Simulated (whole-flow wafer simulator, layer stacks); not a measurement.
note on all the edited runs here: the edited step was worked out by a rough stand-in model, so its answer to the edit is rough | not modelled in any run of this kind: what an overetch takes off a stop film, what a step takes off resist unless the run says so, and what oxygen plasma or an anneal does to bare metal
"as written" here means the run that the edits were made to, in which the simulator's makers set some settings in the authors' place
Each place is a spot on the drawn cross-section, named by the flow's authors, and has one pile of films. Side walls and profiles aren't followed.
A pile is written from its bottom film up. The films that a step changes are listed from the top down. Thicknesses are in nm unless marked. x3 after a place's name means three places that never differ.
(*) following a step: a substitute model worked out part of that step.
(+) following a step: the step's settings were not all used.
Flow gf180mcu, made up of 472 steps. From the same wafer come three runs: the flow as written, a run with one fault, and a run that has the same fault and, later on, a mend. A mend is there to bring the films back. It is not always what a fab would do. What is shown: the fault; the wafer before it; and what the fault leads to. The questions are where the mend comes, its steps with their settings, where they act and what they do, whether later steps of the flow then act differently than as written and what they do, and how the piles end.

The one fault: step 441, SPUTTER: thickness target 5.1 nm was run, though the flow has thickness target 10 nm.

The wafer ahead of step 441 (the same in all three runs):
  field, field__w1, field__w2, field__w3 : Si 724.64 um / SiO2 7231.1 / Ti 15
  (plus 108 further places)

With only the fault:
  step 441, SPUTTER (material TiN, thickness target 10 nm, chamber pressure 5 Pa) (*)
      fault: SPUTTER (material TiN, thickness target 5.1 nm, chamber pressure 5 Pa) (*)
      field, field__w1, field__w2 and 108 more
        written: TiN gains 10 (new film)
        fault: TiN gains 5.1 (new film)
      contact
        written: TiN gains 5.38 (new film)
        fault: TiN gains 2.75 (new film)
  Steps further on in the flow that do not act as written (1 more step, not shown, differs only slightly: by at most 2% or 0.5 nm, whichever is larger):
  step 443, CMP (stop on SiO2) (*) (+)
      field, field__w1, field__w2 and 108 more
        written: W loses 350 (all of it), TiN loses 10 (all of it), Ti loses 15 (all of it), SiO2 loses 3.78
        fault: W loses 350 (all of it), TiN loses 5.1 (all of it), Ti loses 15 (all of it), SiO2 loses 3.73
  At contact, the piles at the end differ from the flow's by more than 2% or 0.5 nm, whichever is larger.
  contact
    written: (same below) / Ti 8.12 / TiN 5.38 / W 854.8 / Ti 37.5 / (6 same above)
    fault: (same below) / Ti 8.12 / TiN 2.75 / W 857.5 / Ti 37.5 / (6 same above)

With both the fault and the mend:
  After step 441 comes the mend.
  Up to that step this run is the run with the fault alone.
  step 441a, SPUTTER (material TiN, thickness target 4.9 nm, chamber pressure 5 Pa) (*) (the flow's step 441, run once more with other settings)
      field, field__w1, field__w2 and 108 more
        TiN gains 4.9
      contact
        TiN gains 2.63
  Every later step of the flow that is run acts as written at every place that is followed.
  At every place that both follow, the piles at the end match the flow's.
